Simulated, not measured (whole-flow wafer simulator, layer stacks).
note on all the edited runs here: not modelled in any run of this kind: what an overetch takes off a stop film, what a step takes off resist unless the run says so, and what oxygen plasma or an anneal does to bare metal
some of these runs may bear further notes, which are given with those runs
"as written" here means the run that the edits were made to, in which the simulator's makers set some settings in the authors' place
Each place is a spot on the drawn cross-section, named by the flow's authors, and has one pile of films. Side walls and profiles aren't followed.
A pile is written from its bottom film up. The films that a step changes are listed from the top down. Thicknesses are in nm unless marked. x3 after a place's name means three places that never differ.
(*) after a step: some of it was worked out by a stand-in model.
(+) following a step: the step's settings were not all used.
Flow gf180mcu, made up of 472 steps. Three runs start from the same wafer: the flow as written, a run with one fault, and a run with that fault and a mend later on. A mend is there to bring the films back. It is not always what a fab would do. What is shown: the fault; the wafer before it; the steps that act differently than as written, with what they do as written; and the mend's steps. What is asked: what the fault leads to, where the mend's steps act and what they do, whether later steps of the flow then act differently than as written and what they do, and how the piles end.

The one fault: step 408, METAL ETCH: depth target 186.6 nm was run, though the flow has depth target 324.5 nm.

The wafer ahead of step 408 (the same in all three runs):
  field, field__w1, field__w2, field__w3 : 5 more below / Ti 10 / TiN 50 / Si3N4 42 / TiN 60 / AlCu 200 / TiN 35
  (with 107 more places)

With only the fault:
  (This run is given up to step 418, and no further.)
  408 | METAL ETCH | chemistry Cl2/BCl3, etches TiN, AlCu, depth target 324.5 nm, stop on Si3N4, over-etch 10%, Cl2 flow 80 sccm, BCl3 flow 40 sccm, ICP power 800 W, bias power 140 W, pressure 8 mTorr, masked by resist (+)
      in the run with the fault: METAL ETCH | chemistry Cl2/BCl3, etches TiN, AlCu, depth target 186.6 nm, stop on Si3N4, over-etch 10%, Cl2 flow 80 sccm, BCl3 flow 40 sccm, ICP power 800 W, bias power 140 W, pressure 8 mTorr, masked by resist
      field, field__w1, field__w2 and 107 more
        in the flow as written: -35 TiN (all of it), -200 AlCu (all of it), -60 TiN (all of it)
        in the run with the fault: -35 TiN (all of it), -151.6 AlCu
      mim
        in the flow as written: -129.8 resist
        in the run with the fault: -74.6 resist
  Steps later in the flow that act otherwise than as written (not shown: 1 more step that differs only slightly, by at most 2% or 0.5 nm, whichever is larger):
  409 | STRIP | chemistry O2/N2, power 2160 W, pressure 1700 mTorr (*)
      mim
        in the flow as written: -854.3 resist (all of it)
        in the run with the fault: -909.5 resist (all of it)
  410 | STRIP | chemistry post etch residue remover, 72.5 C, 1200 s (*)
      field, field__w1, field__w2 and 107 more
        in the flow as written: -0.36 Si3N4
        in the run with the fault: -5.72 AlCu
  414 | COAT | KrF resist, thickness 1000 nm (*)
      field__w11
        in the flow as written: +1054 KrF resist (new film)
        in the run with the fault: +1032.8 KrF resist (new film)
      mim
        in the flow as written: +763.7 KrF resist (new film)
        in the run with the fault: +843.7 KrF resist (new film)
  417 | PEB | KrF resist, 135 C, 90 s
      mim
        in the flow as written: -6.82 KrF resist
        in the run with the fault: -8.09 KrF resist
  After step 418, at field, field__w1, field__w2 and 109 more, the piles differ from the flow's by more than 2% or 0.5 nm, whichever is larger.
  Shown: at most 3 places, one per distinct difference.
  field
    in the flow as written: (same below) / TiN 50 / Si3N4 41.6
    in the run with the fault: (same below) / TiN 50 / Si3N4 42 / TiN 60 / AlCu 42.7
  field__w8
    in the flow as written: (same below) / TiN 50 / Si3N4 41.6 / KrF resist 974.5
    in the run with the fault: (same below) / TiN 50 / Si3N4 42 / TiN 60 / AlCu 42.7 / KrF resist 974.5
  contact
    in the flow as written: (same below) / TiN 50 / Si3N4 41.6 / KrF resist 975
    in the run with the fault: (same below) / TiN 50 / Si3N4 42 / TiN 60 / AlCu 42.7 / KrF resist 974.8

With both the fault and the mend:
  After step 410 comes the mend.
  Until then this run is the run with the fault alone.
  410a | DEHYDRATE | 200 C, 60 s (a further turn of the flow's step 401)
      leaves every film unchanged at each place that is followed
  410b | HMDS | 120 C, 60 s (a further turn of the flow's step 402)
      leaves every film unchanged at each place that is followed
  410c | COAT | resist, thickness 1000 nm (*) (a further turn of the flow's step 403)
      field__w8, m1__w1, iso_ptap_pw and 39 more
        +1000 resist (new film)
      field_sub__w1, field_sub__w5, n_well and 6 more
        +1000.7 resist (new film)
      field, ld_gate_p, ld_acc_p, ld_fp_p, ld_drift_p, ld_drn_p, m1_nw
        +1001.1 resist (new film)
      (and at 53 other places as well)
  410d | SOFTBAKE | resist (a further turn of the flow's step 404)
      field__w9, nplus_u
        -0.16 resist
      field__w2
        +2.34 resist
      field__w3
        +2.46 resist
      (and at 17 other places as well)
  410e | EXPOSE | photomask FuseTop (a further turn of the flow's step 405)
      leaves every film unchanged at each place that is followed
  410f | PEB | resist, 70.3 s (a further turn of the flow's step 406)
      field, field__w1, field__w5 and 96 more
        -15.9 resist
      field__w2, field__w3, field__w12, pplus_u, ppoly_sal, nw_enc_fld_lv__w4
        -16 resist
      field__w7, field__w11, field__w13, ppoly_u, npoly_sal
        -16.1 resist
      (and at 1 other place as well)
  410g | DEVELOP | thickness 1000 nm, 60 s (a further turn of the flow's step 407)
      field__w8, m1__w1, iso_ptap_pw and 39 more
        -984.1 resist (all of it)
      field_sub__w1, field_sub__w5, n_well and 6 more
        -984.8 resist (all of it)
      field, ld_gate_p, ld_acc_p, ld_fp_p, ld_drift_p, ld_drn_p, m1_nw
        -985.2 resist (all of it)
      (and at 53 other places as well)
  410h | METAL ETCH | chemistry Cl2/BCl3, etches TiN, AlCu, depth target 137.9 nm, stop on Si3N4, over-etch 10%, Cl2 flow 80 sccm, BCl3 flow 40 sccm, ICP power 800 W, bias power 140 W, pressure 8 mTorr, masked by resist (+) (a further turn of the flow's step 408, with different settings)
      field, field__w1, field__w2 and 107 more
        -42.7 AlCu (all of it), -60 TiN (all of it)
      mim
        -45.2 resist
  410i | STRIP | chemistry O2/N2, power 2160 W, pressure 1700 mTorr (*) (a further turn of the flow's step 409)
      mim
        -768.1 resist (all of it)
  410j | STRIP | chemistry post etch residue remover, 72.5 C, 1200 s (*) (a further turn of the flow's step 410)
      field, field__w1, field__w2 and 107 more
        -0.36 Si3N4
      mim
        -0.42 TiN
  Every later step of the flow that is run acts as written, at every place that is followed, to within 2% or 0.5 nm, whichever is larger.
  The piles end only slightly different from the flow's at the places that both follow, by no more than 2% or 0.5 nm, whichever is larger.
